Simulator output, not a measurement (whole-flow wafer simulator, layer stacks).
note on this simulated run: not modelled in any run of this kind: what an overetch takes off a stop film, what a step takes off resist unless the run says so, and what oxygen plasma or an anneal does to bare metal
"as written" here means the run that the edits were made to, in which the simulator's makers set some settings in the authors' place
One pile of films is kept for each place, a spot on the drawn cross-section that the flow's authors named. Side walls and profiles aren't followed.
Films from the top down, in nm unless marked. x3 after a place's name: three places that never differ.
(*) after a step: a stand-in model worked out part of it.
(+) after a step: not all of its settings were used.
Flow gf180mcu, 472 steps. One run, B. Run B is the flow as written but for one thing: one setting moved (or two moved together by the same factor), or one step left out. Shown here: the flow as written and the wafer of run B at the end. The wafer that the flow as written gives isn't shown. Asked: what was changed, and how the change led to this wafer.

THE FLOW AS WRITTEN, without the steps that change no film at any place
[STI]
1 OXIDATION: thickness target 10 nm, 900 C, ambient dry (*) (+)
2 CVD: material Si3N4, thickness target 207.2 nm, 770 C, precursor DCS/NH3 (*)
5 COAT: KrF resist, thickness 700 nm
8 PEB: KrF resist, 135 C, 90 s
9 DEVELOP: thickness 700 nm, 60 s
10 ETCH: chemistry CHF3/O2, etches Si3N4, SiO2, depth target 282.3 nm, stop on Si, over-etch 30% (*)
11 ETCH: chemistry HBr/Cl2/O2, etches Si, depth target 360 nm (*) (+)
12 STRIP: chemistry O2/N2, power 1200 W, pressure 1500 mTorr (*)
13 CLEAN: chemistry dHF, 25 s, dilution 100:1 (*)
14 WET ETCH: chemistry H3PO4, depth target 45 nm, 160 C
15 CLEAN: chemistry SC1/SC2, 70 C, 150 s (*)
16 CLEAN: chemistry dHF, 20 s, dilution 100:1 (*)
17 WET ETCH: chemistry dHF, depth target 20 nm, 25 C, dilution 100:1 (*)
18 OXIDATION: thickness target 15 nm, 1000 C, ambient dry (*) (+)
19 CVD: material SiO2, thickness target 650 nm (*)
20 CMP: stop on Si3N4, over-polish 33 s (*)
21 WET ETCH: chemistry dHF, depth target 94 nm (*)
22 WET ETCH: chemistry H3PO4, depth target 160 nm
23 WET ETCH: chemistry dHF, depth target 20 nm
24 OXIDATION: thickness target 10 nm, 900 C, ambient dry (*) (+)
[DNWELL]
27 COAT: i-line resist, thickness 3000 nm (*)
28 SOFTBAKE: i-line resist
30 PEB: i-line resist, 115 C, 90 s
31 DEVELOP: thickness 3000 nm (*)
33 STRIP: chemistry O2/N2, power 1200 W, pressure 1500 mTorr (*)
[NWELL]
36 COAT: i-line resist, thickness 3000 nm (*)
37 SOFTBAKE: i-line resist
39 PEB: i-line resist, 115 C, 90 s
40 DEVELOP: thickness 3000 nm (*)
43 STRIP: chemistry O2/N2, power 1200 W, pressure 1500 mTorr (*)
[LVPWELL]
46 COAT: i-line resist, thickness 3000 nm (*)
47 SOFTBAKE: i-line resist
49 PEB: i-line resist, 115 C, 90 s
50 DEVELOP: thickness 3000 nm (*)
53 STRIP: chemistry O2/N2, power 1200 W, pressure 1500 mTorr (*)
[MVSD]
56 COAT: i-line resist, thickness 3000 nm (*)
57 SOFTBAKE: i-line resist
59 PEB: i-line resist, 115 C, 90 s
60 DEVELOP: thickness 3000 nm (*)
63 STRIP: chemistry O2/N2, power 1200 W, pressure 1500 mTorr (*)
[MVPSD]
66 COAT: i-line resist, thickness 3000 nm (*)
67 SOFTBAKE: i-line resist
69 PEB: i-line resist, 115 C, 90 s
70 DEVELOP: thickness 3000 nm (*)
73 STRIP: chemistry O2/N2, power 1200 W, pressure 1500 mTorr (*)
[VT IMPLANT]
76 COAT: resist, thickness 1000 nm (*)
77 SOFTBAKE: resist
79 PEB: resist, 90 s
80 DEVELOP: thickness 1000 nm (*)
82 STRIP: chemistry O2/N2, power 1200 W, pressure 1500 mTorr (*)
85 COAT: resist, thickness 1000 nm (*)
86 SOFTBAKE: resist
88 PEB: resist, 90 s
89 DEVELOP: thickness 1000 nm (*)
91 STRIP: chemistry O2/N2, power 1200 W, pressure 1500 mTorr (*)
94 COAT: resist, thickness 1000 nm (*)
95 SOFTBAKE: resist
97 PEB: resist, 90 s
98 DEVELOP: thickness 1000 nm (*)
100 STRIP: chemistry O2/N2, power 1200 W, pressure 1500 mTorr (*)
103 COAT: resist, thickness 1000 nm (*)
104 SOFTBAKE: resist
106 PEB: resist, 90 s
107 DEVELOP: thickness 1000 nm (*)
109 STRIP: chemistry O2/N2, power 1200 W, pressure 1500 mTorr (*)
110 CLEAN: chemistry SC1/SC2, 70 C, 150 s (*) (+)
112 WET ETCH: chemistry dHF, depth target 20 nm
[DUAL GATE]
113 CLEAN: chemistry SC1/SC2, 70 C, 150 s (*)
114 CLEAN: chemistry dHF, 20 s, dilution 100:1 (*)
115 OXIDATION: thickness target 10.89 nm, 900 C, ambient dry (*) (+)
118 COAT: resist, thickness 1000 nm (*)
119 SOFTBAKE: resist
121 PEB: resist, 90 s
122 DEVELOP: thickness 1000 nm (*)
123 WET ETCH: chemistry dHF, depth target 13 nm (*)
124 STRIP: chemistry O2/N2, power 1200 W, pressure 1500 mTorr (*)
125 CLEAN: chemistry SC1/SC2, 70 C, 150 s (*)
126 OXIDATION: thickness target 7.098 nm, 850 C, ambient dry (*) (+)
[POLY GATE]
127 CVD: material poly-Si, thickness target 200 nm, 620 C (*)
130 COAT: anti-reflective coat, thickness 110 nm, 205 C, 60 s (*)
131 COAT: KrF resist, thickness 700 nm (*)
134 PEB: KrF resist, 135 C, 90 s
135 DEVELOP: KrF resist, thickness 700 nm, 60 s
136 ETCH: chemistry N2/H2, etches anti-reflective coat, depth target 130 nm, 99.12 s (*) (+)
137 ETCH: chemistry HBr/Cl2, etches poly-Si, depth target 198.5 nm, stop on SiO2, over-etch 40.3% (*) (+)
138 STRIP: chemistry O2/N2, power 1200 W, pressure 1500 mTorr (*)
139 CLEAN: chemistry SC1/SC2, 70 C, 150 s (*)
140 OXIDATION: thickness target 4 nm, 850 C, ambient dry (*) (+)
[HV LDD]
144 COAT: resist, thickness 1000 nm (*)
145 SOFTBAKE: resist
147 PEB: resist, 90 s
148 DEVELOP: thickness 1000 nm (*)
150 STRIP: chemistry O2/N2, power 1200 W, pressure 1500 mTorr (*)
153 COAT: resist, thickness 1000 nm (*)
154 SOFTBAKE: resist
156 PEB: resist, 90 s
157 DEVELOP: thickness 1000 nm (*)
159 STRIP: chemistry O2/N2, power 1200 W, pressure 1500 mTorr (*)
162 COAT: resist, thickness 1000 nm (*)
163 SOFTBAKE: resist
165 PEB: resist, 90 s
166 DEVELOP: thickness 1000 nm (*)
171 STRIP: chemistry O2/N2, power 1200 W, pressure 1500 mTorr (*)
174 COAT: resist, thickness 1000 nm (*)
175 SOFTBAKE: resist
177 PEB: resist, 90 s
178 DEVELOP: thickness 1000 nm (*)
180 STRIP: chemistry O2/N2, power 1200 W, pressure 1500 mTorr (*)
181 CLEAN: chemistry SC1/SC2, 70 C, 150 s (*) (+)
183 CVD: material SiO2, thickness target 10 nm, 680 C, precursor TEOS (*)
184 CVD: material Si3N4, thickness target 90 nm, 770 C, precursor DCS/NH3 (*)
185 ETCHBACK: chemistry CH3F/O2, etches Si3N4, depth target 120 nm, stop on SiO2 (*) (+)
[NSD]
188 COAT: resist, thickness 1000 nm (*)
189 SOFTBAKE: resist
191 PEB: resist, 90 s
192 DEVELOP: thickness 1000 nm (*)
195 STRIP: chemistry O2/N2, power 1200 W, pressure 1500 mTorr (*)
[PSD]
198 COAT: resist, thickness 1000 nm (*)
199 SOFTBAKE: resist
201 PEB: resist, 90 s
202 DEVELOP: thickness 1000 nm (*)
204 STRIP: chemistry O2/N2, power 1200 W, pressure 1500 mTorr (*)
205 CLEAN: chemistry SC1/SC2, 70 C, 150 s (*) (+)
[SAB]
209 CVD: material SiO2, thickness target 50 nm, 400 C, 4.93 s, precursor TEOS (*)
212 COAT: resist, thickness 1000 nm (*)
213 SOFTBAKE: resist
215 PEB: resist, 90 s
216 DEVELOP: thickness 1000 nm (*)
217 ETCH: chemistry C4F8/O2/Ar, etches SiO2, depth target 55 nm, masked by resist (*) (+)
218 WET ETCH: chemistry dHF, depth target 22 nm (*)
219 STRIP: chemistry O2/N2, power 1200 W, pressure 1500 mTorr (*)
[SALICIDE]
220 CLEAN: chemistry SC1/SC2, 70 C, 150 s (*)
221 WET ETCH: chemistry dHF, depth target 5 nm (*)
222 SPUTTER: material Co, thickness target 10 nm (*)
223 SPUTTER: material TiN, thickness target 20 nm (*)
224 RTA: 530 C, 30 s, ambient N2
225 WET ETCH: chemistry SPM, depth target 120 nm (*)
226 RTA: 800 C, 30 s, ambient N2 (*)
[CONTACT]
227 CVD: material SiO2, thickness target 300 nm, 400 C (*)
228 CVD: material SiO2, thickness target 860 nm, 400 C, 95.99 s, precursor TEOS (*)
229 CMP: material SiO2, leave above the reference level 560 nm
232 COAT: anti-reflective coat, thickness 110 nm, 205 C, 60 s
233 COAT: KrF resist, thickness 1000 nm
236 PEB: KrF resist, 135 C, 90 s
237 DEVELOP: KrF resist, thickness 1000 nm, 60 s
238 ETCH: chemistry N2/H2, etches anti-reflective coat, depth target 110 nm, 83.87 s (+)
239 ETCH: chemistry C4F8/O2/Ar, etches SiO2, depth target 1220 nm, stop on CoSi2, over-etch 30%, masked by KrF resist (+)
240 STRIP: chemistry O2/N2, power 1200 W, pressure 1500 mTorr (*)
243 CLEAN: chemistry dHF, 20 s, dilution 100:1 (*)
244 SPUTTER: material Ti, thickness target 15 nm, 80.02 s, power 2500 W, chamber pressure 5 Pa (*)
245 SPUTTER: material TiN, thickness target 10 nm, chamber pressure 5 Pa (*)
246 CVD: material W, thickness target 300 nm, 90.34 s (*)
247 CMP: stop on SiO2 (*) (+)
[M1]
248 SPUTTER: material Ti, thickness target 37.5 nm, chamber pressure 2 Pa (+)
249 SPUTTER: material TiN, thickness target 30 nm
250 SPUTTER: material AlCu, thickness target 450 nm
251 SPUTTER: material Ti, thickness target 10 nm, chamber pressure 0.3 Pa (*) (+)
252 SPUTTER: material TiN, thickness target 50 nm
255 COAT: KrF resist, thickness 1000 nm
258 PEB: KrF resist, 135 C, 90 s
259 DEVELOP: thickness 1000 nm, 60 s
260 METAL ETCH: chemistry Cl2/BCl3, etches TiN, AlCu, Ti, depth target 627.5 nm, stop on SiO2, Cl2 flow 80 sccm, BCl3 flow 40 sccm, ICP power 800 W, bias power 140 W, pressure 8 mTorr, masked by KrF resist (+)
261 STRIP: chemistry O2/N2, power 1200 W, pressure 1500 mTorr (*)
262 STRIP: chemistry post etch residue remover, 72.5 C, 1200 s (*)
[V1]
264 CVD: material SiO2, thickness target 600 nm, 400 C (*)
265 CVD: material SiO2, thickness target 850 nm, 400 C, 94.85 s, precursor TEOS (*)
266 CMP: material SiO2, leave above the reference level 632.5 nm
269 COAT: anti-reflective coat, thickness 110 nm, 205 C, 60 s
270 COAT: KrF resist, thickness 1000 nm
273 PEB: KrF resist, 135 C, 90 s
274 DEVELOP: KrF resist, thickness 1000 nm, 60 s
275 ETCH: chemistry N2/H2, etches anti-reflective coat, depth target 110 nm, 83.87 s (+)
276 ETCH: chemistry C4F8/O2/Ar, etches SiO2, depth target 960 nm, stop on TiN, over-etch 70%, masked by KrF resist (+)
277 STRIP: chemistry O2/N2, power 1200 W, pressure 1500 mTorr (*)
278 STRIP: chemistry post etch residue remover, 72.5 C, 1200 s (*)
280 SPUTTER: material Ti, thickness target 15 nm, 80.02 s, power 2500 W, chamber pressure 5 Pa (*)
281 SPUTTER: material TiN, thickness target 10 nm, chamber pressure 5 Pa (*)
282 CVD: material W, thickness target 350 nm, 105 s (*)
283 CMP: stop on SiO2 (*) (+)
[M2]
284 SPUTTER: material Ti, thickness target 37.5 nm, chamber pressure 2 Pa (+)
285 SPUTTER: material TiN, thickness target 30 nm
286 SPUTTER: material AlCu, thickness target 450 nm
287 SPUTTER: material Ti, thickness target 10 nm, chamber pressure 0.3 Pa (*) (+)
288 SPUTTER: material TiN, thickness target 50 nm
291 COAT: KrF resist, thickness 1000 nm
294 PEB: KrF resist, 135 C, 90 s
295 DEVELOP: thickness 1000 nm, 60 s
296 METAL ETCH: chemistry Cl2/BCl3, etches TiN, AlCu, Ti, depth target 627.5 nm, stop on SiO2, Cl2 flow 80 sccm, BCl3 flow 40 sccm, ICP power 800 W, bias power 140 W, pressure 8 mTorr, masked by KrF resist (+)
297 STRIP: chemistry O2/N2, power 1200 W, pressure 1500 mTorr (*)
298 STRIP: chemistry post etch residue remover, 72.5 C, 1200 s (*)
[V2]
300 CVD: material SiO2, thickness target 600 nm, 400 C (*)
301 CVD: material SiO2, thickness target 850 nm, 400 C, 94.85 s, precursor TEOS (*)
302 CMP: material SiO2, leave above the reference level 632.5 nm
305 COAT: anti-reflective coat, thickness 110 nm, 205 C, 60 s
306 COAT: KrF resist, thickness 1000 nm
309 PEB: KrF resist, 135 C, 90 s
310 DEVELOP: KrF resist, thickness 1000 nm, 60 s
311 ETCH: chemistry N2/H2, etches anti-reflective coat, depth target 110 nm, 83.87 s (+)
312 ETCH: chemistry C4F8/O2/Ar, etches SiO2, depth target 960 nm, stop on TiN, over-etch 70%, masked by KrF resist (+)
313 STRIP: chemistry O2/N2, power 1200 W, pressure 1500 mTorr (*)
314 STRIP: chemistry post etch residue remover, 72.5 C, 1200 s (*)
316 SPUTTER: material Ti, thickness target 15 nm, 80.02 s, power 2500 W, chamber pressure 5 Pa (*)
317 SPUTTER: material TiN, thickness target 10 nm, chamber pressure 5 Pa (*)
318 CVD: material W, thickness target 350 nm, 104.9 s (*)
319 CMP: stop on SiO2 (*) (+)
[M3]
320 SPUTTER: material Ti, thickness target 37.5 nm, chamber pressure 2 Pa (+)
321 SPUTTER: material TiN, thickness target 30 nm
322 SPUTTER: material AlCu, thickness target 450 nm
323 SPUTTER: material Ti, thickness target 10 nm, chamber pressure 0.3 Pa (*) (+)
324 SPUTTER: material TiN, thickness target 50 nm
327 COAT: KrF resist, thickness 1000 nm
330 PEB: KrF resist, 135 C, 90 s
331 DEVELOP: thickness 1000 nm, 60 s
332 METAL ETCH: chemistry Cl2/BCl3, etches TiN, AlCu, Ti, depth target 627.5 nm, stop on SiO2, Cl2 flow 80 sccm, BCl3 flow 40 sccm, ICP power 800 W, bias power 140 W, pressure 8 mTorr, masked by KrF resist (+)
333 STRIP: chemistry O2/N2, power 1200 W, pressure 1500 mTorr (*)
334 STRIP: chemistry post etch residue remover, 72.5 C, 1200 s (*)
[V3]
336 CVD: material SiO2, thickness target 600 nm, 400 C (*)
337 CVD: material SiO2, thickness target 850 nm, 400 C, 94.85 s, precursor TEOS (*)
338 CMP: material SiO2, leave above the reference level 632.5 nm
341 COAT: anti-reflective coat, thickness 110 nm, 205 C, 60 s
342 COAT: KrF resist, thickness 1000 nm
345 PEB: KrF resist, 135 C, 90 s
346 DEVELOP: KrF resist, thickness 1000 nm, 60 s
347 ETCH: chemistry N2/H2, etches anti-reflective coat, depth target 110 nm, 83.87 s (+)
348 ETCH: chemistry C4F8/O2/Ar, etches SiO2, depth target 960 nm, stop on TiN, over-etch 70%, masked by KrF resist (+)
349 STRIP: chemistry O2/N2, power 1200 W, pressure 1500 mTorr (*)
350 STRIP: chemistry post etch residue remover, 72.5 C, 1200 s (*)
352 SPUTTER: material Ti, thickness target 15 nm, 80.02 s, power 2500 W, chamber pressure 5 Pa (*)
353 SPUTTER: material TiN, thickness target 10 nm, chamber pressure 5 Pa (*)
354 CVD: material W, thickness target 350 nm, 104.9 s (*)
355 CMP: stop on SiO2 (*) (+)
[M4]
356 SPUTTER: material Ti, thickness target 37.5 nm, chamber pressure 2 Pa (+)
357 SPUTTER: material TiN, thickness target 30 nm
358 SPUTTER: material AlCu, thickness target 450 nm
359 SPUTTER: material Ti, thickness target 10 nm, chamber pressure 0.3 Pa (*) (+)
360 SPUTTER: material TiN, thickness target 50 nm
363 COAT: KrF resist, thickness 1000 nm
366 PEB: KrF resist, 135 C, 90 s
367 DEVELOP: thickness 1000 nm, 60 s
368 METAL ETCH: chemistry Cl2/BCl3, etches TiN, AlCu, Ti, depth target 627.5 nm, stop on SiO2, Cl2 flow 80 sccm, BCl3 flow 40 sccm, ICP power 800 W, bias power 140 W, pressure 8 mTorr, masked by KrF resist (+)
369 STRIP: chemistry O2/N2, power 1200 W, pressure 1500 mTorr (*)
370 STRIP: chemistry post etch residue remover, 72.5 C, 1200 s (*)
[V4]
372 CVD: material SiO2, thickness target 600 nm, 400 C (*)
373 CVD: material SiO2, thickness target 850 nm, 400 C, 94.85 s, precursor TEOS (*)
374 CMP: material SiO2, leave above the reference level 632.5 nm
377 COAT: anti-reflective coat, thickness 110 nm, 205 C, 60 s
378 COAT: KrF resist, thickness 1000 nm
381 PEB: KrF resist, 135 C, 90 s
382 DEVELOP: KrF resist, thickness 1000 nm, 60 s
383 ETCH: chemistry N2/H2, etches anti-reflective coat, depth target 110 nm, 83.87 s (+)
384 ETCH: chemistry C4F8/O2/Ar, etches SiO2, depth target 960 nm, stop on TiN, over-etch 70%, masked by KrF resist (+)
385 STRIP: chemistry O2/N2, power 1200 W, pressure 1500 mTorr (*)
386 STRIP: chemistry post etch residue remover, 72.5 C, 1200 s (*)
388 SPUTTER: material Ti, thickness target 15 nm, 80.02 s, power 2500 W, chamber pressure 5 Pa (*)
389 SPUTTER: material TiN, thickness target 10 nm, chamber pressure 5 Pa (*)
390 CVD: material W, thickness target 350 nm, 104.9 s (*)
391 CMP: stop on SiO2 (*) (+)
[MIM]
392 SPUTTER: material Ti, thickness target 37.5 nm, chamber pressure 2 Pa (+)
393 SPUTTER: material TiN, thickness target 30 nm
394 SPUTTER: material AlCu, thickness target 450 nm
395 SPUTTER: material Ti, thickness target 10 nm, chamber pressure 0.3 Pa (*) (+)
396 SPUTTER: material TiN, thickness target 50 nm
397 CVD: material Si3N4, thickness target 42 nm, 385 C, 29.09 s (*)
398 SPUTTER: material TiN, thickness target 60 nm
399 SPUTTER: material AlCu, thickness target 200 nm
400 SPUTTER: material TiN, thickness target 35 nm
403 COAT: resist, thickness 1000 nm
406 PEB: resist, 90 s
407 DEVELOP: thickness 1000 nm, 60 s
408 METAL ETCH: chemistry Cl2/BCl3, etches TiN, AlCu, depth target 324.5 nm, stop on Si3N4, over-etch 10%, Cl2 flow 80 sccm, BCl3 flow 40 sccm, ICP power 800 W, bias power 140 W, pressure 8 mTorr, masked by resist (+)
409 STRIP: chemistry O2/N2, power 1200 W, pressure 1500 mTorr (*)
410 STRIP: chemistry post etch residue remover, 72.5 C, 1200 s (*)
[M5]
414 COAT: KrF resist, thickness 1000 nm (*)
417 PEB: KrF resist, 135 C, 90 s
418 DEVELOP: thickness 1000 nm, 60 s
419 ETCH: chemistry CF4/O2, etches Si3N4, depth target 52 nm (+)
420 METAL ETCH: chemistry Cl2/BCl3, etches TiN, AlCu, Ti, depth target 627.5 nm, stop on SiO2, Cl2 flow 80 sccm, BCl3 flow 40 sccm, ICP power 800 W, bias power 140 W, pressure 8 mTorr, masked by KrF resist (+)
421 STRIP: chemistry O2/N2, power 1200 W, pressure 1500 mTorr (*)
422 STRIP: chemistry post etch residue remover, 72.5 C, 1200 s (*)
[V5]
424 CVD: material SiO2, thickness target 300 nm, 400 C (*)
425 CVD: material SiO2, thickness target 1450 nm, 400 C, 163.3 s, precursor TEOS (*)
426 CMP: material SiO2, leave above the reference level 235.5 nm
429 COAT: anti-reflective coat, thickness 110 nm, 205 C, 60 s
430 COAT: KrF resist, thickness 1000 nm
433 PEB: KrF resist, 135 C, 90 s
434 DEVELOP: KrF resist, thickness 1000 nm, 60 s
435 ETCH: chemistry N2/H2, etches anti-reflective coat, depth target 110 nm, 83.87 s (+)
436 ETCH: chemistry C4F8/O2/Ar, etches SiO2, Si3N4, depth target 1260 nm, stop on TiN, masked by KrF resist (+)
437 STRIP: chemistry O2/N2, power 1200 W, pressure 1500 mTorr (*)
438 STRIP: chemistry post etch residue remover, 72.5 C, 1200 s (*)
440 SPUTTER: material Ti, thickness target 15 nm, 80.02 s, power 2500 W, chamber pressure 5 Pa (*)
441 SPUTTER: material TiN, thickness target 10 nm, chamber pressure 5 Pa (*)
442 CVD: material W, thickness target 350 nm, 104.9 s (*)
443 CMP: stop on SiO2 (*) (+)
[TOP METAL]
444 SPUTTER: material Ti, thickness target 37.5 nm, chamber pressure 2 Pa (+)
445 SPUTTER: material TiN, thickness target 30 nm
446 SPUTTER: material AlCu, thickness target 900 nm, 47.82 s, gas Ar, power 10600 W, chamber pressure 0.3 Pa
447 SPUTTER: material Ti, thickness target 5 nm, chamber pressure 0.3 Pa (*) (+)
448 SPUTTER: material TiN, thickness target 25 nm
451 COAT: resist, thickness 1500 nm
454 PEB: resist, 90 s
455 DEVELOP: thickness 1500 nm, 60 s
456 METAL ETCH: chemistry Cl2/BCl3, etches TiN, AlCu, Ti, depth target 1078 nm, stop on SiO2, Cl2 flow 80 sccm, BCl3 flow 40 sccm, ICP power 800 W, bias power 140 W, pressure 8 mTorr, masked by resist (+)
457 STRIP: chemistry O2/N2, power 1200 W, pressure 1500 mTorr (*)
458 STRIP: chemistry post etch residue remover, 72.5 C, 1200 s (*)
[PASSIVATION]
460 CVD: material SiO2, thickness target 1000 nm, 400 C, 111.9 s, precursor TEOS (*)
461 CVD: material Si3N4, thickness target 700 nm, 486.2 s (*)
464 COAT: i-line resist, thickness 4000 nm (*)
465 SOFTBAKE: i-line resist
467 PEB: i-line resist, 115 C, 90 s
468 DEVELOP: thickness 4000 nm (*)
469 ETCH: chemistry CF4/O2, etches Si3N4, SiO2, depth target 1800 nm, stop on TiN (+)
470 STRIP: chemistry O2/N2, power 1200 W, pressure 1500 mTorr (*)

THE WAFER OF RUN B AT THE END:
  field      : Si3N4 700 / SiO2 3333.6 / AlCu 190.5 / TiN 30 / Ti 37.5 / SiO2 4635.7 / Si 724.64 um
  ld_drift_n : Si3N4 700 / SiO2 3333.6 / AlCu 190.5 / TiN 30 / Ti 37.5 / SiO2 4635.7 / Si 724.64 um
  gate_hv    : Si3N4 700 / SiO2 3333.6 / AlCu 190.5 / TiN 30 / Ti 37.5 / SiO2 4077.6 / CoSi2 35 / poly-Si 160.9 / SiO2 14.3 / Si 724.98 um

The cause: step 368, METAL ETCH: depth target 313.8 nm was run, where the flow has depth target 627.5 nm.

How the change led to this, step by step:
  368 METAL ETCH: chemistry Cl2/BCl3, etches TiN, AlCu, Ti, depth target 627.5 nm, stop on SiO2, Cl2 flow 80 sccm, BCl3 flow 40 sccm, ICP power 800 W, bias power 140 W, pressure 8 mTorr, masked by KrF resist (+)
      field, field__w1, field__w2 and 103 more: TiN -50 (all of it), Ti -10 (all of it), AlCu -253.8 (as written it would be: TiN -50 (all of it), Ti -10 (all of it), AlCu -450 (all of it), TiN -30 (all of it), Ti -37.5 (all of it))
      field__w8, contact, m1, m1__w1, m1_nw: KrF resist -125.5 (as written it would be: KrF resist -251)
  369 STRIP: chemistry O2/N2, power 1200 W, pressure 1500 mTorr (*)
      field__w8, contact, m1, m1__w1, m1_nw: KrF resist -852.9 (all of it) (as written it would be: KrF resist -727.4 (all of it))
  370 STRIP: chemistry post etch residue remover, 72.5 C, 1200 s (*)
      field, field__w1, field__w2 and 103 more: AlCu -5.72 (as written it would be: nothing)
  372 CVD: material SiO2, thickness target 600 nm, 400 C (*)
      field, field__w1, field__w2 and 103 more: SiO2 +600 (new film) (as written it would be: SiO2 +600)
  374 CMP: material SiO2, leave above the reference level 632.5 nm
      field, field__w1, field__w2 and 103 more: SiO2 -558 (as written it would be: SiO2 -300)
Counting metal films that touch as one body, field has 1 body; the flow as written gives 0 bodies.
Counting metal films that touch as one body, ld_drift_n has 1 body; the flow as written gives 0 bodies.
Counting metal films that touch as one body, gate_hv has 2 bodies (between them, from the top down: SiO2 4077.6); the flow as written gives 1 body.
